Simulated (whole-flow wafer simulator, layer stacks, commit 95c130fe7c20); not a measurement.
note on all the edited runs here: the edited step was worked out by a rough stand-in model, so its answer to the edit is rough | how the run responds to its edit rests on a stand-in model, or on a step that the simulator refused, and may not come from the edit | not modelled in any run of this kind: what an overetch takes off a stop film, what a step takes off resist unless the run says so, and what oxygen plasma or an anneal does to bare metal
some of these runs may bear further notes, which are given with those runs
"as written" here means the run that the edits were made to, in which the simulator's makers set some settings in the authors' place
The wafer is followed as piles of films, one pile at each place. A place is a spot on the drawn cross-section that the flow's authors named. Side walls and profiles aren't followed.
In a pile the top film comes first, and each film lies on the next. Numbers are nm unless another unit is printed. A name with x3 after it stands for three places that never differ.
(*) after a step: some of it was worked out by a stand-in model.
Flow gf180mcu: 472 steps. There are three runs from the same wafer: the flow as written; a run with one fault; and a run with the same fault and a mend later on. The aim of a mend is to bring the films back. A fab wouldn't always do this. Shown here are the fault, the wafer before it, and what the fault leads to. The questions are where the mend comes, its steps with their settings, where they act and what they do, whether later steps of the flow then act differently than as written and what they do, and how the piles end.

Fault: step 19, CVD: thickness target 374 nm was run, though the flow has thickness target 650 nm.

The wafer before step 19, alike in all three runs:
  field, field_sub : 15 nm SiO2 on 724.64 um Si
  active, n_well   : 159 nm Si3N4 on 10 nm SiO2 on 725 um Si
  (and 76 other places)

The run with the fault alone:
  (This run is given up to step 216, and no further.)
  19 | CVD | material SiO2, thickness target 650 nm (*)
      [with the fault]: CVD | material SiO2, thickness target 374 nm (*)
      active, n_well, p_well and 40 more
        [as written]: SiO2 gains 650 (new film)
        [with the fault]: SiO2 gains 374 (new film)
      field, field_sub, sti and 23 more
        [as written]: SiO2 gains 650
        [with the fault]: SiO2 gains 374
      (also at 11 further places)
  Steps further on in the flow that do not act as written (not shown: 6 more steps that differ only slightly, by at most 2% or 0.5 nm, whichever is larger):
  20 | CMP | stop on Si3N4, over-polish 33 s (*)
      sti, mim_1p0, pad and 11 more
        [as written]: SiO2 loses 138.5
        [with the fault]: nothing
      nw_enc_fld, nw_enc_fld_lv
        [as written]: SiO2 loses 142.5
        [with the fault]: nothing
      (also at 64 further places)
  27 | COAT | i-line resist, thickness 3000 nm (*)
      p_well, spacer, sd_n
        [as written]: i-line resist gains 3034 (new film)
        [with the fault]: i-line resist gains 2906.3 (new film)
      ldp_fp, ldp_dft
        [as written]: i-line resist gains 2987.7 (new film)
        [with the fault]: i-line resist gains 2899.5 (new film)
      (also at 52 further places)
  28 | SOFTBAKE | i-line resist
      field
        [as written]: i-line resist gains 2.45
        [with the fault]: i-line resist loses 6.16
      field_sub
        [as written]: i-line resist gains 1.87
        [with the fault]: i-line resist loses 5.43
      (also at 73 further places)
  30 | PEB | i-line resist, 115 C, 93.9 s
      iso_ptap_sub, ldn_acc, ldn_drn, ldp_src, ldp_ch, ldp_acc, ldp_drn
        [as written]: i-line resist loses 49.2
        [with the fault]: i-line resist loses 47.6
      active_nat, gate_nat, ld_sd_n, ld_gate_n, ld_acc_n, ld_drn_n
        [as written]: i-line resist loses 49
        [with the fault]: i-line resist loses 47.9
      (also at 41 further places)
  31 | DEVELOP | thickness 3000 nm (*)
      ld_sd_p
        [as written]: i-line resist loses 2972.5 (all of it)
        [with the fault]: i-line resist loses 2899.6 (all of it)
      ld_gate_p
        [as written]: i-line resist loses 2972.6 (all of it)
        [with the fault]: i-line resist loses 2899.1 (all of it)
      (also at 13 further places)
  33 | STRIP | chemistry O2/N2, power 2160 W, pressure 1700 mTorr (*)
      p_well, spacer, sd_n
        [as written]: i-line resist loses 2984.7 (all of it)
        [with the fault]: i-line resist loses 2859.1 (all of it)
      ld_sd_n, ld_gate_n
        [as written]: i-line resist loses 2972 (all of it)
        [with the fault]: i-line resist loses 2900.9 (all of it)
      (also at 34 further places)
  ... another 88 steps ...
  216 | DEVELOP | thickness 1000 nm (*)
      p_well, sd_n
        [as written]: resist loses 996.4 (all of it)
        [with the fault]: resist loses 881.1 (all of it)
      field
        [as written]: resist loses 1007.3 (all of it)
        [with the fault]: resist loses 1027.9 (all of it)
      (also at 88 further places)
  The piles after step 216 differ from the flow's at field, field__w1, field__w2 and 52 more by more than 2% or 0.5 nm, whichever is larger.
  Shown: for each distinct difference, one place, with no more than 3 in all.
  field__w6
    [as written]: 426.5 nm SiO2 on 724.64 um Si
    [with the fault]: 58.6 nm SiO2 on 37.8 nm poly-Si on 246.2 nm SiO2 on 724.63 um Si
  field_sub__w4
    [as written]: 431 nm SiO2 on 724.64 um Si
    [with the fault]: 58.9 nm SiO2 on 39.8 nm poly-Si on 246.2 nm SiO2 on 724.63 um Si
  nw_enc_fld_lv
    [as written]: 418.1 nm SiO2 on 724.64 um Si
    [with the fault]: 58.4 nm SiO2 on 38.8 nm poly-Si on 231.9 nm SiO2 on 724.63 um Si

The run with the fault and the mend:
  The mend follows step 19.
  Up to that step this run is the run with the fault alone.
  19a | CVD | material SiO2, thickness target 276 nm (*) (the flow's step 19, run once more with other settings)
      field, field_sub, active and 77 more
        SiO2 gains 276
  Every later step of the flow that is run acts as written, at every place that is followed, to within 2% or 0.5 nm, whichever is larger.
  The piles end the same as the flow's at every place that both follow.
